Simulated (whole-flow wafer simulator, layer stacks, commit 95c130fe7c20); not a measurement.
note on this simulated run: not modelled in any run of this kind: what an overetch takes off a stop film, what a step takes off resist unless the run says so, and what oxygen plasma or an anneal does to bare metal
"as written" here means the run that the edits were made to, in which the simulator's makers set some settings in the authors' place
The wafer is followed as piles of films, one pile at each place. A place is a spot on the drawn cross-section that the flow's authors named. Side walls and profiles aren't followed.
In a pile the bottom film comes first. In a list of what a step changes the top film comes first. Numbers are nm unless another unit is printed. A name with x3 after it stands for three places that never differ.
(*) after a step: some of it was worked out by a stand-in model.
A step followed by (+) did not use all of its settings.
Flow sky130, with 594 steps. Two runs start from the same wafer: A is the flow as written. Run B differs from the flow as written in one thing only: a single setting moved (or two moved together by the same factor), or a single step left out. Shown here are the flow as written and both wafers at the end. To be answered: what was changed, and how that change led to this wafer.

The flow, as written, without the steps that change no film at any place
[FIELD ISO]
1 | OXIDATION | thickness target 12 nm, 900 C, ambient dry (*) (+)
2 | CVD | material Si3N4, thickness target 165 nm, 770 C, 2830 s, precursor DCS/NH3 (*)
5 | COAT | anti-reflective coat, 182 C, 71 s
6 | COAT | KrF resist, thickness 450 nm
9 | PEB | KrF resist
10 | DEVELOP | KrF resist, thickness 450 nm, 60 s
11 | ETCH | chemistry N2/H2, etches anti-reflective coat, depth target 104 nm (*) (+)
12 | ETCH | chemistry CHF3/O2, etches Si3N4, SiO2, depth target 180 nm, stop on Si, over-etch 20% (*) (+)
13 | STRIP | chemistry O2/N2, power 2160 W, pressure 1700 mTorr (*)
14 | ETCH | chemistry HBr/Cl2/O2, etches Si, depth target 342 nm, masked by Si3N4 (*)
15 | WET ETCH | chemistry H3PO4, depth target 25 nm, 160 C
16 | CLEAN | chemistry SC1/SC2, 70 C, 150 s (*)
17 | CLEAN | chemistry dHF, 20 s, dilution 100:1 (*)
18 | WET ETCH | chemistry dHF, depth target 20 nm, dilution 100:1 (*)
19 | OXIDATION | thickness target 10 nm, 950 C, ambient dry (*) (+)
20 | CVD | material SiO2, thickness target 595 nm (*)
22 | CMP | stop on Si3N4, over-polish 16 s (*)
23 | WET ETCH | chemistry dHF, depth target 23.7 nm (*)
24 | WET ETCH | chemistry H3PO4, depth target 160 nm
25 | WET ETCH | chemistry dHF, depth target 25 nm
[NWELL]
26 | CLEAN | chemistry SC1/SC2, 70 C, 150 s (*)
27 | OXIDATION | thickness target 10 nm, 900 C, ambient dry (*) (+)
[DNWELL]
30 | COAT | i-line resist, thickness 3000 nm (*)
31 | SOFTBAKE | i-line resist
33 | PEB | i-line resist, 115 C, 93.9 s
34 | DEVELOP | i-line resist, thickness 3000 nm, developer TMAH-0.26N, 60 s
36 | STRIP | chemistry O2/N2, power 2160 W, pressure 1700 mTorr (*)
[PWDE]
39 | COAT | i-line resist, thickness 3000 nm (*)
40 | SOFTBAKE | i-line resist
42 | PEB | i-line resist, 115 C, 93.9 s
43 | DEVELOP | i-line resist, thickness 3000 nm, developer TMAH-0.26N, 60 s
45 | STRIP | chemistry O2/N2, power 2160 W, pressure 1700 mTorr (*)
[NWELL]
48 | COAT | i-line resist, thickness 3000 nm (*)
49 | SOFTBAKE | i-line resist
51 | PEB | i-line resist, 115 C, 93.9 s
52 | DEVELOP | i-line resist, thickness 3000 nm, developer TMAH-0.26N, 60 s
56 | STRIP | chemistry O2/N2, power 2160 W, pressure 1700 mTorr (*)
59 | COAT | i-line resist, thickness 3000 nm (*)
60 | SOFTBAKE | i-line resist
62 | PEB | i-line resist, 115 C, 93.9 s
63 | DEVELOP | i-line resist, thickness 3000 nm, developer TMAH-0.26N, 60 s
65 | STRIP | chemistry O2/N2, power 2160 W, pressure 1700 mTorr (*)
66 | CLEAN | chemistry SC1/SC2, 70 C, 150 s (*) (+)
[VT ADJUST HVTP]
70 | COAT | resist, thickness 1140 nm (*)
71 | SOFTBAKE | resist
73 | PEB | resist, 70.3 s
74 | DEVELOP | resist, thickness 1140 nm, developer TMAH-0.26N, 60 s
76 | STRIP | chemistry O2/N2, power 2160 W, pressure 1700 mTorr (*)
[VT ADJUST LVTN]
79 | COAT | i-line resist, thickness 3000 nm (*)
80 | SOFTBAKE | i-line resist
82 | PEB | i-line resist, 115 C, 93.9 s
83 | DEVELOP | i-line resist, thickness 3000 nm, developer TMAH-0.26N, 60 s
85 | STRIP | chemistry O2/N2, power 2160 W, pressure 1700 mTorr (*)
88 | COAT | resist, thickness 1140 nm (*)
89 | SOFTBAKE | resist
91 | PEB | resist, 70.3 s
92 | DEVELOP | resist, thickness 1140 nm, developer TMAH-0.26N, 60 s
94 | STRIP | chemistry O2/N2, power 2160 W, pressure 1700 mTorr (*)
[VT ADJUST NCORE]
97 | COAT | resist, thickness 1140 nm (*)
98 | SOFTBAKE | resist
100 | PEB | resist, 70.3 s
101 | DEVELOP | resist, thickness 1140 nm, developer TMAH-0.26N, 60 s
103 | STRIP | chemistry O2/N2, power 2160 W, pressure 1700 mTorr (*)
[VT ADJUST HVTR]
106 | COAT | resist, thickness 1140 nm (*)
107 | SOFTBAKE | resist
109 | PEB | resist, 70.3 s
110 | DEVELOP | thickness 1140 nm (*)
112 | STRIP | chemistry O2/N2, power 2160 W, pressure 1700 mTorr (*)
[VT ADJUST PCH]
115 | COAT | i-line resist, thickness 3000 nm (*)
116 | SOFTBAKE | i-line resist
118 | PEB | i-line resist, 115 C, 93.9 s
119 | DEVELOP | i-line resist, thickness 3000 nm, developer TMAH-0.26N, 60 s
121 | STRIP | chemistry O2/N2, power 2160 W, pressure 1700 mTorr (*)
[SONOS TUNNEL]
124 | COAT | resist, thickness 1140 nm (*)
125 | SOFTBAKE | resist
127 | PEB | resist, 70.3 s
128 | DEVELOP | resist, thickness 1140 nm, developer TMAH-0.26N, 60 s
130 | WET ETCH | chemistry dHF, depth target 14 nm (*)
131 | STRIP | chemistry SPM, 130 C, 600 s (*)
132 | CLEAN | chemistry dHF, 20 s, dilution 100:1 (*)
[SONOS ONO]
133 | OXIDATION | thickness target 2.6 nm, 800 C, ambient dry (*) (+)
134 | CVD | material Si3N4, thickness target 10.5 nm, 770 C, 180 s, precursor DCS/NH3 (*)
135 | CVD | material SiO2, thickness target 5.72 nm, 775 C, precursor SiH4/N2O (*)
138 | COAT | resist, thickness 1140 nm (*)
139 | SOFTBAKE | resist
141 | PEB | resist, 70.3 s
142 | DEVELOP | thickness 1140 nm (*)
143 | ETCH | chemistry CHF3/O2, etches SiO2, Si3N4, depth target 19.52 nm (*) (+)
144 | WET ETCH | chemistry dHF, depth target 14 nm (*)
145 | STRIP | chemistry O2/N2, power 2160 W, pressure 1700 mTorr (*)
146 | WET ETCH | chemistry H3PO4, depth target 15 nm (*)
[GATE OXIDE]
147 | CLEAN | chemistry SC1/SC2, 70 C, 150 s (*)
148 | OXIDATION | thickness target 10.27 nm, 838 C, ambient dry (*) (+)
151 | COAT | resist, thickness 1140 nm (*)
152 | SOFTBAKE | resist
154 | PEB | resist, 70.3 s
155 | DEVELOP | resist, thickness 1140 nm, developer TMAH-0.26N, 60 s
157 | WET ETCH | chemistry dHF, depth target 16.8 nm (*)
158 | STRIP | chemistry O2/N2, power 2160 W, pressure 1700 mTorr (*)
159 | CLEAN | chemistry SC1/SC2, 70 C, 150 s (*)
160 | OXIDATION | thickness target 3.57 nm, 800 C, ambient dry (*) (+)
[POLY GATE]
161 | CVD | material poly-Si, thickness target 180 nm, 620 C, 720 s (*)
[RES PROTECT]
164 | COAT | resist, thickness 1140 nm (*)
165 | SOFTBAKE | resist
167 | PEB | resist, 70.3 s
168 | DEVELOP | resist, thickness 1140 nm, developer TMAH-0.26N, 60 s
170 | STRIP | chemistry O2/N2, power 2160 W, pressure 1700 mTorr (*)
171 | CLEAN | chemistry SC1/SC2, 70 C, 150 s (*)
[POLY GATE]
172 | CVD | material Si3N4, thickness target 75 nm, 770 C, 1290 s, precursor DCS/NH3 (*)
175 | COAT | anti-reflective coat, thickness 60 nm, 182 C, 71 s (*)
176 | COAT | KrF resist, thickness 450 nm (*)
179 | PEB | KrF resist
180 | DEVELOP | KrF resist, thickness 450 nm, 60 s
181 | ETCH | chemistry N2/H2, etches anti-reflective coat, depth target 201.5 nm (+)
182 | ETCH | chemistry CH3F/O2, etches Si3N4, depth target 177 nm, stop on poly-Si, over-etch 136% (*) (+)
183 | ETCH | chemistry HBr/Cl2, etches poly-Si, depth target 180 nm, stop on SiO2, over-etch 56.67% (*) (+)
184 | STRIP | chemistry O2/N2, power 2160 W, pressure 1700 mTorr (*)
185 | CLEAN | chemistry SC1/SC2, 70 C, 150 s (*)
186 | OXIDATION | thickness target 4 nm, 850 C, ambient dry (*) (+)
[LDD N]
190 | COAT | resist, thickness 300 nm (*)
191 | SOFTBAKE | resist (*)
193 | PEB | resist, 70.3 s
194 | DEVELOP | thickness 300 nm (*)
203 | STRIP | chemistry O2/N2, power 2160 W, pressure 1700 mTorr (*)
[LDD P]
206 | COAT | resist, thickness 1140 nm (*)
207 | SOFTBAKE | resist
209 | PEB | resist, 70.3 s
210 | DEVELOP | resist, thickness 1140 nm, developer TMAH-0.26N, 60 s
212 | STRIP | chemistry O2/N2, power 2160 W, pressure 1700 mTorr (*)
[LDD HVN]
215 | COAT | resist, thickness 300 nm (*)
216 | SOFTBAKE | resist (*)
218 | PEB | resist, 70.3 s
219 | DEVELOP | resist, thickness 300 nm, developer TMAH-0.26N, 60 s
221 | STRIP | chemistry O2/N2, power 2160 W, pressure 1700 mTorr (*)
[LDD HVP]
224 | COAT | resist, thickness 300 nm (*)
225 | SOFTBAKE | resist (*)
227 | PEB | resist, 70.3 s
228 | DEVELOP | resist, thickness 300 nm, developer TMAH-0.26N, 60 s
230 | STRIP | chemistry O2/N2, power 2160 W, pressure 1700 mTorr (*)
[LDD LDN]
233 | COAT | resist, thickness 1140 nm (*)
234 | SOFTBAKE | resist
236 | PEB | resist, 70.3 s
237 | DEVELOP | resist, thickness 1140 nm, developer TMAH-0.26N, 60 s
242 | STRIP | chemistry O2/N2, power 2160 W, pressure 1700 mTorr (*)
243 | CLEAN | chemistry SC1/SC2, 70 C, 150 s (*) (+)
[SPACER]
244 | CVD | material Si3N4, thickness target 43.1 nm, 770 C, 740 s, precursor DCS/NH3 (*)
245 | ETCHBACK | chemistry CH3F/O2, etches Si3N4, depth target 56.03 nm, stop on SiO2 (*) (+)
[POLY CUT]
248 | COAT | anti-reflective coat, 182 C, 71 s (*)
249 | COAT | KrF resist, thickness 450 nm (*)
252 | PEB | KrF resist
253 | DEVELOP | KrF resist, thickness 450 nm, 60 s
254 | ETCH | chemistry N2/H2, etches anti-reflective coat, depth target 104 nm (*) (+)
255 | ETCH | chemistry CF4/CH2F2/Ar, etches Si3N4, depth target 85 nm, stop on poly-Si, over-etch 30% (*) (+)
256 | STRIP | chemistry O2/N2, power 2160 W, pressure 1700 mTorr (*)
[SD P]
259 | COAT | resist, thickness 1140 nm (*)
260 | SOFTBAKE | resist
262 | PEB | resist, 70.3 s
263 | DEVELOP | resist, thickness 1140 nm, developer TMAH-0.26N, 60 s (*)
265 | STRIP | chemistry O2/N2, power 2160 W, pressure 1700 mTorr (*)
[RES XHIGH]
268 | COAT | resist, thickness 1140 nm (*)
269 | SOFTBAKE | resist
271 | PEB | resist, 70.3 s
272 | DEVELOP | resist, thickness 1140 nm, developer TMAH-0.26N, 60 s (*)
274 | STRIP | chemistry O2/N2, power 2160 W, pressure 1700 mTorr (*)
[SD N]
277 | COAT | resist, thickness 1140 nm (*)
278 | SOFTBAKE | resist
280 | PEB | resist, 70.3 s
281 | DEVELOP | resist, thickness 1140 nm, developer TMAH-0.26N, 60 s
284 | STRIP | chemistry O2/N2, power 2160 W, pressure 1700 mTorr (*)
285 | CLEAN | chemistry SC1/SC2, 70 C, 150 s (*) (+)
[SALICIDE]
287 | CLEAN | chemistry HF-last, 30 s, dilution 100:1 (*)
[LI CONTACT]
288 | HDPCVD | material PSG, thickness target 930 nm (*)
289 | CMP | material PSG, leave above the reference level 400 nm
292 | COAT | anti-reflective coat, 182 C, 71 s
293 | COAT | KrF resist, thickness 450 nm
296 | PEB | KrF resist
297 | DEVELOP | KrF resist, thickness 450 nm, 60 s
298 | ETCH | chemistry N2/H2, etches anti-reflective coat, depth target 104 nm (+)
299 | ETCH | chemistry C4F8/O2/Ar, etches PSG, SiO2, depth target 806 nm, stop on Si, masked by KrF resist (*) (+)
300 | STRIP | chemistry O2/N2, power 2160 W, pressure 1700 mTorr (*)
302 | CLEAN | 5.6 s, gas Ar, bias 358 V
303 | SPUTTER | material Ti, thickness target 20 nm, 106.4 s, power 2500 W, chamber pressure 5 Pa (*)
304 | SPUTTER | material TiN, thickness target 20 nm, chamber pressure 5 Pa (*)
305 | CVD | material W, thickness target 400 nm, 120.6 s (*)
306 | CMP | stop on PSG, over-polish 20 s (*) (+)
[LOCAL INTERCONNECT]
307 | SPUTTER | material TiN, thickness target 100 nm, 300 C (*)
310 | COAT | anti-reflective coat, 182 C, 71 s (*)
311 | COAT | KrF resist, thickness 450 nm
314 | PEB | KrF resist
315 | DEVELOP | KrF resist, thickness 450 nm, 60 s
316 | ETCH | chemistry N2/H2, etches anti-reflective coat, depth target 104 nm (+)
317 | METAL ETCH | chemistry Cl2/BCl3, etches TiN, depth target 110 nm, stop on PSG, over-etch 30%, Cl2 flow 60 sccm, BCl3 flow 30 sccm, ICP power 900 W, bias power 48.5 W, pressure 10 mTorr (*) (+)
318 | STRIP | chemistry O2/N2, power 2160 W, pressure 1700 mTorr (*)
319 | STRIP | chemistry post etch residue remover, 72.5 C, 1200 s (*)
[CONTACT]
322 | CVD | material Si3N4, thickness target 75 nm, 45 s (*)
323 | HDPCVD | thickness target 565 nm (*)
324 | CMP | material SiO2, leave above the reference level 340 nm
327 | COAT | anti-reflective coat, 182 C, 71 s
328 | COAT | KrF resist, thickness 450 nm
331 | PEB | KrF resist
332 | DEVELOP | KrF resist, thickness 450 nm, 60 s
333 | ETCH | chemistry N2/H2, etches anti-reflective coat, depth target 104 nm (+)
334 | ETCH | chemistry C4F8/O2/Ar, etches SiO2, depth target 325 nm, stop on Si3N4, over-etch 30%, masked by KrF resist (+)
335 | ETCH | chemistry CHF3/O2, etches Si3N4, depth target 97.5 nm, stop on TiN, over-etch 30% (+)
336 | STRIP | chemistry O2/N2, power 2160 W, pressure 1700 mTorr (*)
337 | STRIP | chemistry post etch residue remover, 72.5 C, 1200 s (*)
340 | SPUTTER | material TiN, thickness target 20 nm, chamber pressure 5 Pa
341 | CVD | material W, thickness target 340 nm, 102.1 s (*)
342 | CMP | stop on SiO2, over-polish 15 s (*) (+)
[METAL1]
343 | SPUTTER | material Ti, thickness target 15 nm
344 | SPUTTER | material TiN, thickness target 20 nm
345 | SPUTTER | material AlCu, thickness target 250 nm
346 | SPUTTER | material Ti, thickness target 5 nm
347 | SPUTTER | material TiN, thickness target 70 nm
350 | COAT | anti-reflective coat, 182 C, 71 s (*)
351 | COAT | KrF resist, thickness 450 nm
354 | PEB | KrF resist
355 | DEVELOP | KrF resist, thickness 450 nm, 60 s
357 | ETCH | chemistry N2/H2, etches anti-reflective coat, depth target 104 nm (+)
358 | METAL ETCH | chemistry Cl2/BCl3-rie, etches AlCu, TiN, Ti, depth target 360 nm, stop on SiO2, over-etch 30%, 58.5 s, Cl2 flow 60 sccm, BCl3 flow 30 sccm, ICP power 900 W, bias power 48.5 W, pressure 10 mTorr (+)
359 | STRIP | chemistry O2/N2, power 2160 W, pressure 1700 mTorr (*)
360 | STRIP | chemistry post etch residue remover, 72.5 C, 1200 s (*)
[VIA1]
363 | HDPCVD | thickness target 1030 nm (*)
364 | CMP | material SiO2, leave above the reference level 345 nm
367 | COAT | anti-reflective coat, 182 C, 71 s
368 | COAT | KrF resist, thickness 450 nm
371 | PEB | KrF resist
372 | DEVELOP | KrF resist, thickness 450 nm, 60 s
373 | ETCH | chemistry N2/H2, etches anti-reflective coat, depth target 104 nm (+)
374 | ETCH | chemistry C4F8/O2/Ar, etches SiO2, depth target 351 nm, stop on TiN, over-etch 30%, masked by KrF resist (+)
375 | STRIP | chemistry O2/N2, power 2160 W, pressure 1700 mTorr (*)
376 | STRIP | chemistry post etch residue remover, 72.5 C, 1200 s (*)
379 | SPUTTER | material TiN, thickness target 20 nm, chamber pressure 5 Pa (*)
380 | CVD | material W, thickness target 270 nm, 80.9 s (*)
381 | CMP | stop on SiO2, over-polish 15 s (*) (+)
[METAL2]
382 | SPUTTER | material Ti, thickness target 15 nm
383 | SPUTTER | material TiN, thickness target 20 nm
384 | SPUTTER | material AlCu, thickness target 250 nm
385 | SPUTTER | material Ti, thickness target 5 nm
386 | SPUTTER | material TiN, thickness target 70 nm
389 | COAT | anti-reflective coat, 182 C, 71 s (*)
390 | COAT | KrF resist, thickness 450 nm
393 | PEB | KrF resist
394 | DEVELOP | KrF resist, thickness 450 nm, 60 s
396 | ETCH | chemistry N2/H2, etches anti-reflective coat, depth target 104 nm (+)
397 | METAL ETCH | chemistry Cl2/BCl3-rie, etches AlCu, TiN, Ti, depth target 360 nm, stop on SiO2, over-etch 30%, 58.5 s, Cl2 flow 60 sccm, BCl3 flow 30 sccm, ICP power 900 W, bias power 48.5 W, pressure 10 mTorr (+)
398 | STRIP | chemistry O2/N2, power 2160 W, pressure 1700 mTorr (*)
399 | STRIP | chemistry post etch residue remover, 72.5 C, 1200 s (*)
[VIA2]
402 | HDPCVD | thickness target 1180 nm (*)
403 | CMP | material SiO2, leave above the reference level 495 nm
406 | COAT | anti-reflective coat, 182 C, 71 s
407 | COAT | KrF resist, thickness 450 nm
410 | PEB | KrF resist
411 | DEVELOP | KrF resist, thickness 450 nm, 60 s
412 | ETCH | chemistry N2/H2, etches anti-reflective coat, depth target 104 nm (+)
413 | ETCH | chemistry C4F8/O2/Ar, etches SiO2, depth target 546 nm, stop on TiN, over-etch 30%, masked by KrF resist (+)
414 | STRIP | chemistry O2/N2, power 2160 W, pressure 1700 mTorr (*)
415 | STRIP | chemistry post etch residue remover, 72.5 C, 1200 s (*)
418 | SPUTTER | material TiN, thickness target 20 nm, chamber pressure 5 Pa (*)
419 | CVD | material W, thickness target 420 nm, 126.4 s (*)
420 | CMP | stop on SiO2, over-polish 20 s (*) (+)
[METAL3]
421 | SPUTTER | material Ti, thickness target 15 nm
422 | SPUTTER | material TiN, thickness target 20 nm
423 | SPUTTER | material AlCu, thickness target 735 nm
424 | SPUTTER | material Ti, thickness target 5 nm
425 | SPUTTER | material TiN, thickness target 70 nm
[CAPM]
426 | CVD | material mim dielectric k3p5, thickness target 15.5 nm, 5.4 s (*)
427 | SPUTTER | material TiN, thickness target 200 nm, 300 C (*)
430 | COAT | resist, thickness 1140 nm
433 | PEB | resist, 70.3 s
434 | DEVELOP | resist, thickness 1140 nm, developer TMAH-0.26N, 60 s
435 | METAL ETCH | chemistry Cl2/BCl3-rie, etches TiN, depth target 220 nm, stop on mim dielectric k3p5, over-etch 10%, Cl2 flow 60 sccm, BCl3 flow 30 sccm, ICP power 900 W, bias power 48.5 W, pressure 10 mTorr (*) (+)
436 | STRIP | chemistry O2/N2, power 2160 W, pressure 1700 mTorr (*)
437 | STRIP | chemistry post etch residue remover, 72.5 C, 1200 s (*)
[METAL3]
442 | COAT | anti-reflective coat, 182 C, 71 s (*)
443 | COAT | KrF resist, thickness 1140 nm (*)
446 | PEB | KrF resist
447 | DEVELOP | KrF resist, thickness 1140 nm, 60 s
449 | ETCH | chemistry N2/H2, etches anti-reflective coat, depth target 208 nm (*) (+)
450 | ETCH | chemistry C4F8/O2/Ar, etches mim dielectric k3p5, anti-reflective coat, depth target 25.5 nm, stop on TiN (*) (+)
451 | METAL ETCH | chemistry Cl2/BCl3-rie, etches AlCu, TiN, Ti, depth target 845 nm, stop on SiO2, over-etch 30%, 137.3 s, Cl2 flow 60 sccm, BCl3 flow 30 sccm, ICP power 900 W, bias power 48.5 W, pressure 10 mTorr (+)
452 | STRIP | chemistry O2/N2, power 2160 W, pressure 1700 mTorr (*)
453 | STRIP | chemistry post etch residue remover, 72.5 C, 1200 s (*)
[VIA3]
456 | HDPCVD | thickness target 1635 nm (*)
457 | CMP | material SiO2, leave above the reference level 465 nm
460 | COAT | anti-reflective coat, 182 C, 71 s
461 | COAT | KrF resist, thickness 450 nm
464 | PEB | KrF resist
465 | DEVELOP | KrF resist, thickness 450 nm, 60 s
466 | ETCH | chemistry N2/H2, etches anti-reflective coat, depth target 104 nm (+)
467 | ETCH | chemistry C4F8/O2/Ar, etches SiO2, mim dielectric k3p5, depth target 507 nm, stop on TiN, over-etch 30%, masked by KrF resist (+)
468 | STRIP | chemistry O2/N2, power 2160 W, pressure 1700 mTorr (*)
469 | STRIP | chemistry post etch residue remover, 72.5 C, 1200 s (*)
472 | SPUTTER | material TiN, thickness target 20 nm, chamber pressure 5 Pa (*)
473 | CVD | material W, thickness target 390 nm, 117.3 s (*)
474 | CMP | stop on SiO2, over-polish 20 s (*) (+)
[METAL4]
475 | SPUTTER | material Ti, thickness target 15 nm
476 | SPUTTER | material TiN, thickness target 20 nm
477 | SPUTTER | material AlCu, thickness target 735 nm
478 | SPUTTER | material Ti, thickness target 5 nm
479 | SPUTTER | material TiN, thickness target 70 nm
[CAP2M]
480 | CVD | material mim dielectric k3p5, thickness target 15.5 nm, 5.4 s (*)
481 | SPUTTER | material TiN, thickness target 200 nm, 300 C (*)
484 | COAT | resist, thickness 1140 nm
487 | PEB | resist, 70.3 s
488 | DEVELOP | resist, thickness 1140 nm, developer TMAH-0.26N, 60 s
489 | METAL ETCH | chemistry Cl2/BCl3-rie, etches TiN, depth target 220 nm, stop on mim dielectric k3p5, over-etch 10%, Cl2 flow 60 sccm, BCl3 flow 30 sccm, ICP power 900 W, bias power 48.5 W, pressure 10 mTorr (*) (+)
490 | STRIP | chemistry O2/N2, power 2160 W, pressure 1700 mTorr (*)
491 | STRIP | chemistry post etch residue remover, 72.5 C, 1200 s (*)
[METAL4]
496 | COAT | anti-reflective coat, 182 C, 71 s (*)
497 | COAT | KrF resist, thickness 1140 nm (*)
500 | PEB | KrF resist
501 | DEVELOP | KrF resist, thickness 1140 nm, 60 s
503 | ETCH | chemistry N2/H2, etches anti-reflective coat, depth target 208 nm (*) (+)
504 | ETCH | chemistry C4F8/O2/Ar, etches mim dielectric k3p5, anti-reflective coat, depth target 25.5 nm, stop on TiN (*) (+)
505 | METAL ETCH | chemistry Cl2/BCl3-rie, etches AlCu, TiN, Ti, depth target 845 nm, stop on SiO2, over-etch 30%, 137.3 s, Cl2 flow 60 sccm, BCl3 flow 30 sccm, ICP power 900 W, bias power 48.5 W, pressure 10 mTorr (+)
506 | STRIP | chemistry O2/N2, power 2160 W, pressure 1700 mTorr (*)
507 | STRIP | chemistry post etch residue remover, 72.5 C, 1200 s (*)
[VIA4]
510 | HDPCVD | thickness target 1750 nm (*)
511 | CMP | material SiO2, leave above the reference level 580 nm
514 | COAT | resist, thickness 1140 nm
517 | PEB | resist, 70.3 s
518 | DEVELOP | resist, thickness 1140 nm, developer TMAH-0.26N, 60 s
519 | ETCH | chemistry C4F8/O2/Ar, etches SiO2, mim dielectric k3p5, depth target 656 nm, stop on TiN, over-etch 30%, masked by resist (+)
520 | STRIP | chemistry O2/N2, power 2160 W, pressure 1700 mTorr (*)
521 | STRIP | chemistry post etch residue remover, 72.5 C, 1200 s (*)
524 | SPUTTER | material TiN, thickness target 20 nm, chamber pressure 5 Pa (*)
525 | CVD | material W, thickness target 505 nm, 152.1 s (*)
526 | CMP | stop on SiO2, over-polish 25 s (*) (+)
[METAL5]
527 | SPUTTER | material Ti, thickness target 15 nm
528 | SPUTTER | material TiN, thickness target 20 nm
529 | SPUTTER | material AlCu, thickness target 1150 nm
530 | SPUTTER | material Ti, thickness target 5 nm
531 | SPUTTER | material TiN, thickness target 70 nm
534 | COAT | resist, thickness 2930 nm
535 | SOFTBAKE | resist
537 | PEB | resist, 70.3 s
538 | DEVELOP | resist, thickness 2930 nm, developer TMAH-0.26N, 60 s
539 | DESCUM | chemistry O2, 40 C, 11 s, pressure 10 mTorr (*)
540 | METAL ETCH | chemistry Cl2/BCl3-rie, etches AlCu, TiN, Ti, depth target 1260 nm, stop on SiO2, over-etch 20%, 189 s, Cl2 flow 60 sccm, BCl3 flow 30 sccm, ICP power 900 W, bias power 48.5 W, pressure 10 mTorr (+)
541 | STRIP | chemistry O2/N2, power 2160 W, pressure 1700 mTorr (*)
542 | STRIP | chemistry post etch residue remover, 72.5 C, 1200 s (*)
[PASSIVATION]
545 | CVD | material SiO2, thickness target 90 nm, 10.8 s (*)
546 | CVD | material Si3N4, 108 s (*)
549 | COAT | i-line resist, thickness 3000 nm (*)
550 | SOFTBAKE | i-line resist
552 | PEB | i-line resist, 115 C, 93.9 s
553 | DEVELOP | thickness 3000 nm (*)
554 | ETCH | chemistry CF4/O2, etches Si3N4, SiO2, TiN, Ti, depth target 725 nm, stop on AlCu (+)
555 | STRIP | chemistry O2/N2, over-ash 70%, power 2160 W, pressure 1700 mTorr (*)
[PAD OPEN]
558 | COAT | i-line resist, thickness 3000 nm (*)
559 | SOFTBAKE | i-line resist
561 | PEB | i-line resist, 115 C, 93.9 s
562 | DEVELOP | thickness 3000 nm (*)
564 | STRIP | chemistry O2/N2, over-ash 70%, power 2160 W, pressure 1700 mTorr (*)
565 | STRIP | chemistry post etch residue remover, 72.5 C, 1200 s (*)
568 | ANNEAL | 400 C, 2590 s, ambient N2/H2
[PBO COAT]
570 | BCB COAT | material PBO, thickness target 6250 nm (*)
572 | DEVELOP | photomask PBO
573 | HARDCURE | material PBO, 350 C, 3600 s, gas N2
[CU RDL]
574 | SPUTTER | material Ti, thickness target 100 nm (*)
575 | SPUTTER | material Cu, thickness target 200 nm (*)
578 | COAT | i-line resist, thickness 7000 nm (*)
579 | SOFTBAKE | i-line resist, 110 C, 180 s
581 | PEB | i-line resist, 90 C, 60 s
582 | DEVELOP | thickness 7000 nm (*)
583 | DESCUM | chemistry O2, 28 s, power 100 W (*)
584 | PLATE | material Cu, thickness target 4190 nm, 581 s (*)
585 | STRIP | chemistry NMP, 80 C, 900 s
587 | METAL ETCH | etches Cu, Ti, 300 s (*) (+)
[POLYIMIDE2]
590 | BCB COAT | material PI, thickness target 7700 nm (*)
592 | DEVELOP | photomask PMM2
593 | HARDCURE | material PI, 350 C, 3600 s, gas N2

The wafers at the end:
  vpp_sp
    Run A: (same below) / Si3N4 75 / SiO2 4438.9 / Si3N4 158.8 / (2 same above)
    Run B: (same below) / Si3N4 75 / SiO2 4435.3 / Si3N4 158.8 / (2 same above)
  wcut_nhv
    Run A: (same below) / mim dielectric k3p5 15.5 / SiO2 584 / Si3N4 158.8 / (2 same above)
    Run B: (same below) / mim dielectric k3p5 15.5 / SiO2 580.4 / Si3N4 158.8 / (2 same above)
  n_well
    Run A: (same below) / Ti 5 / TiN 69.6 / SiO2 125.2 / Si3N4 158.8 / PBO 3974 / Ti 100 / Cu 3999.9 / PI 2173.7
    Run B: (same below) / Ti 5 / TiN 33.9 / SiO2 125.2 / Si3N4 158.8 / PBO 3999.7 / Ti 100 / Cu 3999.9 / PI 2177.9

The reason: step 531, SPUTTER: thickness target 34.3 nm was run, though the flow has thickness target 70 nm.

Step by step, how the change led to this:
  531 | SPUTTER | material TiN, thickness target 70 nm
      field, active, n_well and 190 more: A +70 TiN (new film) | B +34.3 TiN (new film)
  540 | METAL ETCH | chemistry Cl2/BCl3-rie, etches AlCu, TiN, Ti, depth target 1260 nm, stop on SiO2, over-etch 20%, 189 s, Cl2 flow 60 sccm, BCl3 flow 30 sccm, ICP power 900 W, bias power 48.5 W, pressure 10 mTorr (+)
      field, active, gate and 175 more: A -70 TiN (all of it), -5 Ti (all of it), -1150 AlCu (all of it), -20 TiN (all of it), -15 Ti (all of it), -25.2 SiO2 | B -34.3 TiN (all of it), -5 Ti (all of it), -1150 AlCu (all of it), -20 TiN (all of it), -15 Ti (all of it), -28.8 SiO2
  550 | SOFTBAKE | i-line resist
      gate_p_lvt, iso_guard_hv_nw: A +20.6 i-line resist | B +19.9 i-line resist
      gate: A -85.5 i-line resist | B -82 i-line resist
      (also at 57 further places)
  554 | ETCH | chemistry CF4/O2, etches Si3N4, SiO2, TiN, Ti, depth target 725 nm, stop on AlCu (+)
      field, active, n_well and 189 more: A -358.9 i-line resist | B -323.2 i-line resist
      pad: A -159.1 Si3N4 (all of it), -125.2 SiO2 (all of it), -69.6 TiN (all of it), -5 Ti (all of it) | B -159.1 Si3N4 (all of it), -125.2 SiO2 (all of it), -33.9 TiN (all of it), -5 Ti (all of it)
  555 | STRIP | chemistry O2/N2, over-ash 70%, power 2160 W, pressure 1700 mTorr (*)
      n_well, p_well, sd_n, sd_p: A -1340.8 i-line resist (all of it) | B -1407.9 i-line resist (all of it)
      ndiff_licon_rim, ndiff_licon: A -1368.9 i-line resist (all of it) | B -1435.1 i-line resist (all of it)
      (also at 7 further places)
  559 | SOFTBAKE | i-line resist
      gate_p_lvt, iso_guard_hv_nw: A +20.6 i-line resist | B +19.9 i-line resist
      gate: A -85.5 i-line resist | B -82 i-line resist
      (also at 62 further places)
  579 | SOFTBAKE | i-line resist, 110 C, 180 s
      m5_stack_ln: A -30 i-line resist | B -29.1 i-line resist
